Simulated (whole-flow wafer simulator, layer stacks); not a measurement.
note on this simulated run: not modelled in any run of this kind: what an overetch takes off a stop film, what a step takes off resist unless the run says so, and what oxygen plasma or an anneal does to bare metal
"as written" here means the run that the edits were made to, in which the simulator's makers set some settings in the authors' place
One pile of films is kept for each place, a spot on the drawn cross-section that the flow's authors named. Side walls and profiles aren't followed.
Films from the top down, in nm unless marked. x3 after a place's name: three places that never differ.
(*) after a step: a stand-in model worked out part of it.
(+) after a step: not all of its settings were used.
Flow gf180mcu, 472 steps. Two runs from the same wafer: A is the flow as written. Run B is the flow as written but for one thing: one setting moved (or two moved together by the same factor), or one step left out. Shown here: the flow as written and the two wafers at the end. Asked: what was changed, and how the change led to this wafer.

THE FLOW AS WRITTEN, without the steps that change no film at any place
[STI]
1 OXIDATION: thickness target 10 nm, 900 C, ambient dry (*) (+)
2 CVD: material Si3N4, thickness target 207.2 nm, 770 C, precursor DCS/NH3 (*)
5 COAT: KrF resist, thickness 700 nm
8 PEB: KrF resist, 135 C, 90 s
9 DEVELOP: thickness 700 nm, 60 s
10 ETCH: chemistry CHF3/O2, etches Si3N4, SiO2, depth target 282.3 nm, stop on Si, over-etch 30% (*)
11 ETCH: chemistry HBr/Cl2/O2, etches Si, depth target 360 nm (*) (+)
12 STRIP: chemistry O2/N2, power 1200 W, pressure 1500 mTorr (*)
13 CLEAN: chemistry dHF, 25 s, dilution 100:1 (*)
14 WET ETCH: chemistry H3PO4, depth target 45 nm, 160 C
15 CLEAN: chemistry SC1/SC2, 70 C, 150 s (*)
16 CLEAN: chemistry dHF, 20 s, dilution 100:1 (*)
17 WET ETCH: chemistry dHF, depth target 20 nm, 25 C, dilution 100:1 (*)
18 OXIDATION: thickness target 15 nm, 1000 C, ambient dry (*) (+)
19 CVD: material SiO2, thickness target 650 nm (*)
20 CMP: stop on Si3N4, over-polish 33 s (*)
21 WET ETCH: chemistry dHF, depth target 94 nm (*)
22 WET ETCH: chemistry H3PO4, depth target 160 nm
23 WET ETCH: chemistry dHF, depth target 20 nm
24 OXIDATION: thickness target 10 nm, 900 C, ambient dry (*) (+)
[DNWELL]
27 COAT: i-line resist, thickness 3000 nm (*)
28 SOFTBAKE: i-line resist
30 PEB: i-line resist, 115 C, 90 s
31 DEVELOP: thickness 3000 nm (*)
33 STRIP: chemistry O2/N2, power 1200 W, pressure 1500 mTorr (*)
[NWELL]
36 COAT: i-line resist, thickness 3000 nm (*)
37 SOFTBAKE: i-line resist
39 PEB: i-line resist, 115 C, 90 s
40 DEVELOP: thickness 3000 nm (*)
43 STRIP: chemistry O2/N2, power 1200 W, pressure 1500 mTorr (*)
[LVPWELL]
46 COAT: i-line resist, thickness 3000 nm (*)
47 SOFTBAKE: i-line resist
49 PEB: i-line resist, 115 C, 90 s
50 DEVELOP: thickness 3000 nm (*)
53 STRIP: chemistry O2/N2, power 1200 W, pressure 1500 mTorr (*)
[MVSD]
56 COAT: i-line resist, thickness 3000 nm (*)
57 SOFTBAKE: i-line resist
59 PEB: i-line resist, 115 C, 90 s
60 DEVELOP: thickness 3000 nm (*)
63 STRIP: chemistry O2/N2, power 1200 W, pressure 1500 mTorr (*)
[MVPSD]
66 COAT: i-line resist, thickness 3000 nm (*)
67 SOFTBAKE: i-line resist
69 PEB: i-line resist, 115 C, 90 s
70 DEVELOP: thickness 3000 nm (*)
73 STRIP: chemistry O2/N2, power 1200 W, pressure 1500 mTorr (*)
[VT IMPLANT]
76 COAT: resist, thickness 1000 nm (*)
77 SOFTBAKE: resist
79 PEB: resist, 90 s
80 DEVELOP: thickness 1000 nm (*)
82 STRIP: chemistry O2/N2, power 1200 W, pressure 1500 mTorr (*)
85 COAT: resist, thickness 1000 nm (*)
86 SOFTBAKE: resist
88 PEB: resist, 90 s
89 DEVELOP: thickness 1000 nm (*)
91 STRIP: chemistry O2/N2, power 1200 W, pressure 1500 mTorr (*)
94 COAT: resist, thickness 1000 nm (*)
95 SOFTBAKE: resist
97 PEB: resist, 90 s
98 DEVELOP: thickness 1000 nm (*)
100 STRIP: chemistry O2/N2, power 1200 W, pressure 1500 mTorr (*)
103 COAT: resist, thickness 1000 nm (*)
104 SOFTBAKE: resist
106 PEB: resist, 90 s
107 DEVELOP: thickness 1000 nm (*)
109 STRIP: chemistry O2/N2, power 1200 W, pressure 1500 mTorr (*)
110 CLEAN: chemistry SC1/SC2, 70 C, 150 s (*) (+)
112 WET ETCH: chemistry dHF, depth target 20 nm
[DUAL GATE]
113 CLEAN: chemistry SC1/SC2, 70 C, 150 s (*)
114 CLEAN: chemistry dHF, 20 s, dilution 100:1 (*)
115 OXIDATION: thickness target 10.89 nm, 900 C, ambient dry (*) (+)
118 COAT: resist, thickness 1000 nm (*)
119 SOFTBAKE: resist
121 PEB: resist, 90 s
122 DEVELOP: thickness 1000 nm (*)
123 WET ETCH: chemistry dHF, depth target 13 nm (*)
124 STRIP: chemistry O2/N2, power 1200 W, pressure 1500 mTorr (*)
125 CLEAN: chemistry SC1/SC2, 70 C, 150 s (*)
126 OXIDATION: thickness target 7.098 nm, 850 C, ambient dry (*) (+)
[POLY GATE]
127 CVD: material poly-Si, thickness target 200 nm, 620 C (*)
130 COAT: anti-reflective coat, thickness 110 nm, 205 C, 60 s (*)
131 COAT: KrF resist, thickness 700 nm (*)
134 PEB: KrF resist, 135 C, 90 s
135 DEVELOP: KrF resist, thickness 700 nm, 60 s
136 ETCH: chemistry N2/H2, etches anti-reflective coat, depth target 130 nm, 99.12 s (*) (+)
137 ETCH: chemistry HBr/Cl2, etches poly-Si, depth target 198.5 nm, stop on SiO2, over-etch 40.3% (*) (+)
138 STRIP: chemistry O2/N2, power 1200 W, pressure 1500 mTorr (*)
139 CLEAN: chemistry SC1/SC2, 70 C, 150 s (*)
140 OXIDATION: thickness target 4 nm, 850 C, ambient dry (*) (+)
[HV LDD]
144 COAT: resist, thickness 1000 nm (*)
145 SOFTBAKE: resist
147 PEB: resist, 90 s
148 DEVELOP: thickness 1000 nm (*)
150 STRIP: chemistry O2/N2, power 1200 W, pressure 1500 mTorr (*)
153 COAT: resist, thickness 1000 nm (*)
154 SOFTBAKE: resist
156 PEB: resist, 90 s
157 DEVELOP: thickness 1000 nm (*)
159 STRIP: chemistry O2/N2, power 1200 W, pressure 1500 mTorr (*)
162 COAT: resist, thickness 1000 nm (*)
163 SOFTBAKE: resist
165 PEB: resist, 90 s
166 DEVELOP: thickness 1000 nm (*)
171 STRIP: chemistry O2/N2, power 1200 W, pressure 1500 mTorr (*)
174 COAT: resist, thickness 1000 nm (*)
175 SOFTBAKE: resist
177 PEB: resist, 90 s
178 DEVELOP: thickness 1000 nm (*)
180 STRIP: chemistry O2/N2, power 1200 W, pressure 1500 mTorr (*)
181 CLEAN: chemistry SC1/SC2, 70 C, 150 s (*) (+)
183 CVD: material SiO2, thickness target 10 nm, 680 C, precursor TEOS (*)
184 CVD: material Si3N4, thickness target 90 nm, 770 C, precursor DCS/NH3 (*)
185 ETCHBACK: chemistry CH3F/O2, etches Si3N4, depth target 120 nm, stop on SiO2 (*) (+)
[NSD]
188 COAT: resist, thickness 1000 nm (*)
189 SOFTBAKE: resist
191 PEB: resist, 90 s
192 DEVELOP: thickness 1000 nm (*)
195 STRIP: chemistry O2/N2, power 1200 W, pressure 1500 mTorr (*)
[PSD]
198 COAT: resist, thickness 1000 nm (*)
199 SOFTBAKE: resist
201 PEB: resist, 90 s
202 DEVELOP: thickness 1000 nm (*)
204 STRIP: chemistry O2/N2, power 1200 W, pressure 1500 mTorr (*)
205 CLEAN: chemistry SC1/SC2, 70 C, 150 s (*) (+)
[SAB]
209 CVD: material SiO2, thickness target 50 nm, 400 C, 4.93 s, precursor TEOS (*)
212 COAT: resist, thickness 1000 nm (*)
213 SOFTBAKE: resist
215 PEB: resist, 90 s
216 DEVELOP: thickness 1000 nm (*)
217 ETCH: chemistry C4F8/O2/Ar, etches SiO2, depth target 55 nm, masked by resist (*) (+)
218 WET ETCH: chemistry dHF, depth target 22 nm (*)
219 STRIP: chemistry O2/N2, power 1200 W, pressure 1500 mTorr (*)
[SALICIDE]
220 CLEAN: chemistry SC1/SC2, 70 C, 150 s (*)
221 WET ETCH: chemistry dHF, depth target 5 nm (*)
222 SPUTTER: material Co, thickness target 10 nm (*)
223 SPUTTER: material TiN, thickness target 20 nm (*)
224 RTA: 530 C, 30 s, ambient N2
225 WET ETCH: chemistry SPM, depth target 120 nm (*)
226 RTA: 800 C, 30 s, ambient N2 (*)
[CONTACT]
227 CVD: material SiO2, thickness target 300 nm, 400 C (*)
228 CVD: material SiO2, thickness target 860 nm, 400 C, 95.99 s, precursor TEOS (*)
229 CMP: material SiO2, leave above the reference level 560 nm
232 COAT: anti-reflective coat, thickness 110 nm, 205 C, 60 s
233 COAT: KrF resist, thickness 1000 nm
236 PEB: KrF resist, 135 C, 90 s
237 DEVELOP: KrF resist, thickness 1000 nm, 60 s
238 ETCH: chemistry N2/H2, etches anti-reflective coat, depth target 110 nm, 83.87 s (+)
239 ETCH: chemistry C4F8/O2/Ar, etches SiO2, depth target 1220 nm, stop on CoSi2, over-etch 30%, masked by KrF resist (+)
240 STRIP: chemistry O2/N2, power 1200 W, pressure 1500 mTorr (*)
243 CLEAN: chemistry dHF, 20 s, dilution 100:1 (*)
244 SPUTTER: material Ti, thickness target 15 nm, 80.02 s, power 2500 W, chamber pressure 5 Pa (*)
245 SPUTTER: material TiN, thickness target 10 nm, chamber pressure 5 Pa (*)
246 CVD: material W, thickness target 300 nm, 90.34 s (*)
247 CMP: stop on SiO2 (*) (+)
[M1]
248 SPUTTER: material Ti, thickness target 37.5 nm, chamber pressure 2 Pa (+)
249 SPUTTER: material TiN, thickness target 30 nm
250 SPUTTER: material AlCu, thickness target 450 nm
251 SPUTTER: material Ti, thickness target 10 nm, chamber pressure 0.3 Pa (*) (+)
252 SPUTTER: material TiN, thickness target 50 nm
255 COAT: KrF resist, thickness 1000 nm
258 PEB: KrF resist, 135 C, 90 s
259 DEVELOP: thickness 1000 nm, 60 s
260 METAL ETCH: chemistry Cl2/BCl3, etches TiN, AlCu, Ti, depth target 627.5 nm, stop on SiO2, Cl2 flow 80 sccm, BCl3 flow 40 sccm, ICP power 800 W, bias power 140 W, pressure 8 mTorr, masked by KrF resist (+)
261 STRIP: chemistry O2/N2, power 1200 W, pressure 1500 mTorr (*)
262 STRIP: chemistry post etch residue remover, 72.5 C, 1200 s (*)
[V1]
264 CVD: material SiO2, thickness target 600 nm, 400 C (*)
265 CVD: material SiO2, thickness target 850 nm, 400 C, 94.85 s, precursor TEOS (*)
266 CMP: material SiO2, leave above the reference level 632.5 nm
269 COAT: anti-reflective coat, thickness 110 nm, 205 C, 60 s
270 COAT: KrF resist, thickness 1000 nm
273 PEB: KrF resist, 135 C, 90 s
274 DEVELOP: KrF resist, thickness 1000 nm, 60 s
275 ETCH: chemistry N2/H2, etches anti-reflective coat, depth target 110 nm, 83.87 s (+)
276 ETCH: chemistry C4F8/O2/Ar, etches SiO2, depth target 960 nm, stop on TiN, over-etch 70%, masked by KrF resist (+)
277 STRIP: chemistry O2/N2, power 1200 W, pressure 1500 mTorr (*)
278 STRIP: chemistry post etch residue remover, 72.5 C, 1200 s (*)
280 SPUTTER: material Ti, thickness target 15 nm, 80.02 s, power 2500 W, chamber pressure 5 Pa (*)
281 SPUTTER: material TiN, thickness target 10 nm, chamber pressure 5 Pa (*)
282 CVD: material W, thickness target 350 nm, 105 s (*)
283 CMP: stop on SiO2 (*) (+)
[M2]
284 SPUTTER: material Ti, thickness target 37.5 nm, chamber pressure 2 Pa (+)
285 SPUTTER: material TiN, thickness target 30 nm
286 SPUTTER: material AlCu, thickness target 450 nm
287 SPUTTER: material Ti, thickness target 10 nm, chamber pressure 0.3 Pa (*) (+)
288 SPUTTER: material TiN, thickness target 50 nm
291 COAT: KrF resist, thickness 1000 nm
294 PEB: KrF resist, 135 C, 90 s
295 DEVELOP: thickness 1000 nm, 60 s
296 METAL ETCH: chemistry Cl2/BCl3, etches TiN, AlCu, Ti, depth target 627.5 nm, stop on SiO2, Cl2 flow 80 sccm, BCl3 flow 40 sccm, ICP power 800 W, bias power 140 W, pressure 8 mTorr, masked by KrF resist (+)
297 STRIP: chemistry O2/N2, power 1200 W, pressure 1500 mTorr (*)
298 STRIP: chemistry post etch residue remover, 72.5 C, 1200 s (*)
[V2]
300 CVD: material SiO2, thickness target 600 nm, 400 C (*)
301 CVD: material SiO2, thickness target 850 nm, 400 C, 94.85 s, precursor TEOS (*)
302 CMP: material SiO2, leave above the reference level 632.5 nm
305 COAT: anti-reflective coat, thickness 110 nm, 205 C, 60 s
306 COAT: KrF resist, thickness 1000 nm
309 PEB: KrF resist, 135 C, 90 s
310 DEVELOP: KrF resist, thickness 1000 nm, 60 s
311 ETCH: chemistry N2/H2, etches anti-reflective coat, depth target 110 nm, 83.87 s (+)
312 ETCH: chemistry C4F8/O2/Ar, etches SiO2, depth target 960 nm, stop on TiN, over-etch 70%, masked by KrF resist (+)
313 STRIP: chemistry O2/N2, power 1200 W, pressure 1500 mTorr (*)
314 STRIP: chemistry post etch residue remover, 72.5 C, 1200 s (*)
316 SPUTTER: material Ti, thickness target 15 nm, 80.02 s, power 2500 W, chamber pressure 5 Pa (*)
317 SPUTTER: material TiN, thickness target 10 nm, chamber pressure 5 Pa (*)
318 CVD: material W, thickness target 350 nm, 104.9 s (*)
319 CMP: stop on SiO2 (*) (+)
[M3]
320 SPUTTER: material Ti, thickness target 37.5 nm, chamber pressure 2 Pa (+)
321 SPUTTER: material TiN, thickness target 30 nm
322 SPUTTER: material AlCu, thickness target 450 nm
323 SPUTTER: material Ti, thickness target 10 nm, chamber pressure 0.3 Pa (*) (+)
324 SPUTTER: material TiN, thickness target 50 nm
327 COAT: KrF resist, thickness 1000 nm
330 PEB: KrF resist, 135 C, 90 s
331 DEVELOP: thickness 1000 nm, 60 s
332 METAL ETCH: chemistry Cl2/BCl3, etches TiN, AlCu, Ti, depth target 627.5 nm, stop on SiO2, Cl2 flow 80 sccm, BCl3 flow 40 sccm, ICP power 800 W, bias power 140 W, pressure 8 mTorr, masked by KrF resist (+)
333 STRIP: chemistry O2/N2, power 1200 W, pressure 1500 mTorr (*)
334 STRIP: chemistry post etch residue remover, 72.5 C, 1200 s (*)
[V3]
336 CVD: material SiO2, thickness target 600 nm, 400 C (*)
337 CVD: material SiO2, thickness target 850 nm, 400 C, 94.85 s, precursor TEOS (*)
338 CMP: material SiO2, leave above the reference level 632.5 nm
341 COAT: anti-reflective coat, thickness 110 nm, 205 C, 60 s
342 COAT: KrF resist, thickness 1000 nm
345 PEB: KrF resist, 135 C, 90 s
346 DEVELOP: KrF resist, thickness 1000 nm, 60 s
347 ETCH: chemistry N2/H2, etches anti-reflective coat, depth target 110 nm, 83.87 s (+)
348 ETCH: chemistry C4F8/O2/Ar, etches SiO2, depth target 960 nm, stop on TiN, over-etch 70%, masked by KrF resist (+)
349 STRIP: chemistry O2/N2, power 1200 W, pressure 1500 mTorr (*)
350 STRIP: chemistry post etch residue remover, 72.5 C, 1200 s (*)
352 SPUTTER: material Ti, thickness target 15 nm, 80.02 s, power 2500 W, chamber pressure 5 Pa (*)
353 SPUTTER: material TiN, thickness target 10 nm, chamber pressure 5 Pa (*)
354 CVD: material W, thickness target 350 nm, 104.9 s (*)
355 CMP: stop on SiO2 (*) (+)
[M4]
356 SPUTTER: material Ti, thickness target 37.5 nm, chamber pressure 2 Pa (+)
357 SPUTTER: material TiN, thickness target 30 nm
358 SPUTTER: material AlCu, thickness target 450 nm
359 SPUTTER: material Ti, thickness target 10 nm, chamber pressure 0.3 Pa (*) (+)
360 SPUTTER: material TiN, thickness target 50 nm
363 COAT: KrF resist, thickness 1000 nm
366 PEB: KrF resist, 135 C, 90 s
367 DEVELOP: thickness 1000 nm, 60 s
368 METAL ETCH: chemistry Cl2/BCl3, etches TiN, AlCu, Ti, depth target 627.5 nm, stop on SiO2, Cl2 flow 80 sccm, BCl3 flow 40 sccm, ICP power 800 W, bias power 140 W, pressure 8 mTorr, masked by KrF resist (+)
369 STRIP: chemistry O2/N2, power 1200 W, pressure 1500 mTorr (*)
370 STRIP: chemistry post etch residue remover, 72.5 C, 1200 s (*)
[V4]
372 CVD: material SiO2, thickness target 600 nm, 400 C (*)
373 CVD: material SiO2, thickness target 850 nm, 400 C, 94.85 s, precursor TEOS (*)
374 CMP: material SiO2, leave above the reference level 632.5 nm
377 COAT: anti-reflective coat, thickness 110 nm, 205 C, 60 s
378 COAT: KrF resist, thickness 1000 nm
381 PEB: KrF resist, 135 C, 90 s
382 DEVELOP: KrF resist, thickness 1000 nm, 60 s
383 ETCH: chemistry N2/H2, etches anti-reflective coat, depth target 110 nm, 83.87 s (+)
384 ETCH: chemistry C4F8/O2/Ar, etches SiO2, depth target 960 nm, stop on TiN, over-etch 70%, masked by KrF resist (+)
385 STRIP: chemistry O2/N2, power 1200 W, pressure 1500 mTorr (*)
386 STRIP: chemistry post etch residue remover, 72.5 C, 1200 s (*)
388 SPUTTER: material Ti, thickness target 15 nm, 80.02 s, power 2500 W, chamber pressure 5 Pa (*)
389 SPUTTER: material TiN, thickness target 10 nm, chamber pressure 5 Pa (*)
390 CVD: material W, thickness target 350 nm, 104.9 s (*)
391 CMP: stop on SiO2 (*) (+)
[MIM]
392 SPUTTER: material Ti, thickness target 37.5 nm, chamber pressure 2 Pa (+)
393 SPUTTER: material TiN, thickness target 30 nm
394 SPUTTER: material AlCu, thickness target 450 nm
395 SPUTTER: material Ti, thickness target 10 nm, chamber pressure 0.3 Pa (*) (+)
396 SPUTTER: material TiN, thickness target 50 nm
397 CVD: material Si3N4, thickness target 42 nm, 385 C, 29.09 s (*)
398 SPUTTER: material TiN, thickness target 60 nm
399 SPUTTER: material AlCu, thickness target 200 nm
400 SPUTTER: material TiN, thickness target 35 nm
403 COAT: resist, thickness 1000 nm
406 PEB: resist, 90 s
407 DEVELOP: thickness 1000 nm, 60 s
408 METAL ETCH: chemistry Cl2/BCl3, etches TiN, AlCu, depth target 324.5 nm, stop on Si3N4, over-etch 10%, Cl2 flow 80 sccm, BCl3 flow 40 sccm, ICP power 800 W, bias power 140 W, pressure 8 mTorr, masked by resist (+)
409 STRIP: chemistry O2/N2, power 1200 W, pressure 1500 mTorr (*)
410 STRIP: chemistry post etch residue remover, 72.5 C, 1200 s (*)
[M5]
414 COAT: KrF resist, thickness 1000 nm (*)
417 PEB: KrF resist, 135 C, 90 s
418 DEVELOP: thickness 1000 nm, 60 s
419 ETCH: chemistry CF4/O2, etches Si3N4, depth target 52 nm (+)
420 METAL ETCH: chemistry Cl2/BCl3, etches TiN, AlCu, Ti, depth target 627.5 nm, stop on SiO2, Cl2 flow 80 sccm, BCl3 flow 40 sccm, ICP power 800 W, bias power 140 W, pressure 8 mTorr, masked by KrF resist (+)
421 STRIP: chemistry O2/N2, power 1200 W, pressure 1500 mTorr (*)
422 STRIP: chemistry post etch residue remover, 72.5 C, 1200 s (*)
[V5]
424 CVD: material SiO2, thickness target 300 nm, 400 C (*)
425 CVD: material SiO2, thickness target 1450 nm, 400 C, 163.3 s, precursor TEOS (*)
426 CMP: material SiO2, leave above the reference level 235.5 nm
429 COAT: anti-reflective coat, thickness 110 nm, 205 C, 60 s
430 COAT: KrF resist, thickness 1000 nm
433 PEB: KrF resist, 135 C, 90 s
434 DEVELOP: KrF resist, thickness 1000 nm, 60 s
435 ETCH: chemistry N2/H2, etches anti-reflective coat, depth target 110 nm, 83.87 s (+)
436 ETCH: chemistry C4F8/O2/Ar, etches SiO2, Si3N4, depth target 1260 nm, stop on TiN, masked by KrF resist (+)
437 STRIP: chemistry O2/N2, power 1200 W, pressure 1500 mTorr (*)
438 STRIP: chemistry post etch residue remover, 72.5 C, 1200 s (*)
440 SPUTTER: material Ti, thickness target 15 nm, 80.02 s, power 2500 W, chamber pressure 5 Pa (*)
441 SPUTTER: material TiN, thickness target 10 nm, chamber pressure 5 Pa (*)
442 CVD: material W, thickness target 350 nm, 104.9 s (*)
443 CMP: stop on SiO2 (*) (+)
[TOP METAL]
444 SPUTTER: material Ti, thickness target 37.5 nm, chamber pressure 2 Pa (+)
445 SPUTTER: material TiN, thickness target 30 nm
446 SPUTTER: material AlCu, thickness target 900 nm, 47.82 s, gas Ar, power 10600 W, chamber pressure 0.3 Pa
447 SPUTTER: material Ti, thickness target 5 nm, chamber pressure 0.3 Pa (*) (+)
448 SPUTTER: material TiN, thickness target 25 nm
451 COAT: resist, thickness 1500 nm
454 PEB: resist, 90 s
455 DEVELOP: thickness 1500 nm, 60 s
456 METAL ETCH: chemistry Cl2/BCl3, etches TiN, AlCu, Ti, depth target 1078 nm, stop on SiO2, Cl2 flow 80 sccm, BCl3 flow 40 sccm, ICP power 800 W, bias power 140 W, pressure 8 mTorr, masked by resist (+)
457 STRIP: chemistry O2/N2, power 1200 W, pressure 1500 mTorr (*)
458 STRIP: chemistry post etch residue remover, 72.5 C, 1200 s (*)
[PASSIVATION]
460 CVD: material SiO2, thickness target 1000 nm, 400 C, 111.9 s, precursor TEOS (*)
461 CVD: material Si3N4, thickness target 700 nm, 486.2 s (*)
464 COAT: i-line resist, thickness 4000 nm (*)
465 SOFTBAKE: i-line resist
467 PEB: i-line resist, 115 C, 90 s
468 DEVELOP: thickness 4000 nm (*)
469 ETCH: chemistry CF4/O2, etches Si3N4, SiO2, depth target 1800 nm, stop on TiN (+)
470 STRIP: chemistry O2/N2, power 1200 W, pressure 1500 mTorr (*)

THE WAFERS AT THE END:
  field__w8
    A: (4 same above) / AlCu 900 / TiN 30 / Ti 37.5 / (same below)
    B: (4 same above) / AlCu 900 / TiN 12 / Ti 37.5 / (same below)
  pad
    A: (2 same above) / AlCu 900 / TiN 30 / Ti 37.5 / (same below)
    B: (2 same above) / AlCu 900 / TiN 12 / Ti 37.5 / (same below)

The cause: step 445, SPUTTER: thickness target 12 nm was run, where the flow has thickness target 30 nm.
It can be read off the wafer: field__w8 has TiN 12, and step 445 as written asks for 30 nm.

How the change led to this, step by step:
  445 SPUTTER: material TiN, thickness target 30 nm
      field, field__w1, field__w2 and 109 more: A TiN +30 (new film) | B TiN +12 (new film)
  456 METAL ETCH: chemistry Cl2/BCl3, etches TiN, AlCu, Ti, depth target 1078 nm, stop on SiO2, Cl2 flow 80 sccm, BCl3 flow 40 sccm, ICP power 800 W, bias power 140 W, pressure 8 mTorr, masked by resist (+)
      field, field__w1, field__w2 and 103 more: A TiN -25 (all of it), Ti -5 (all of it), AlCu -900 (all of it), TiN -30 (all of it), Ti -37.5 (all of it) | B TiN -25 (all of it), Ti -5 (all of it), AlCu -900 (all of it), TiN -12 (all of it), Ti -37.5 (all of it)
  465 SOFTBAKE: i-line resist
      field__w11, field__w13, nw_enc_fld_lv__w4: A i-line resist +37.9 | B i-line resist +36.9
      field__w5, field__w9: A i-line resist +37.3 | B i-line resist +36.3
      (and at 59 more places)
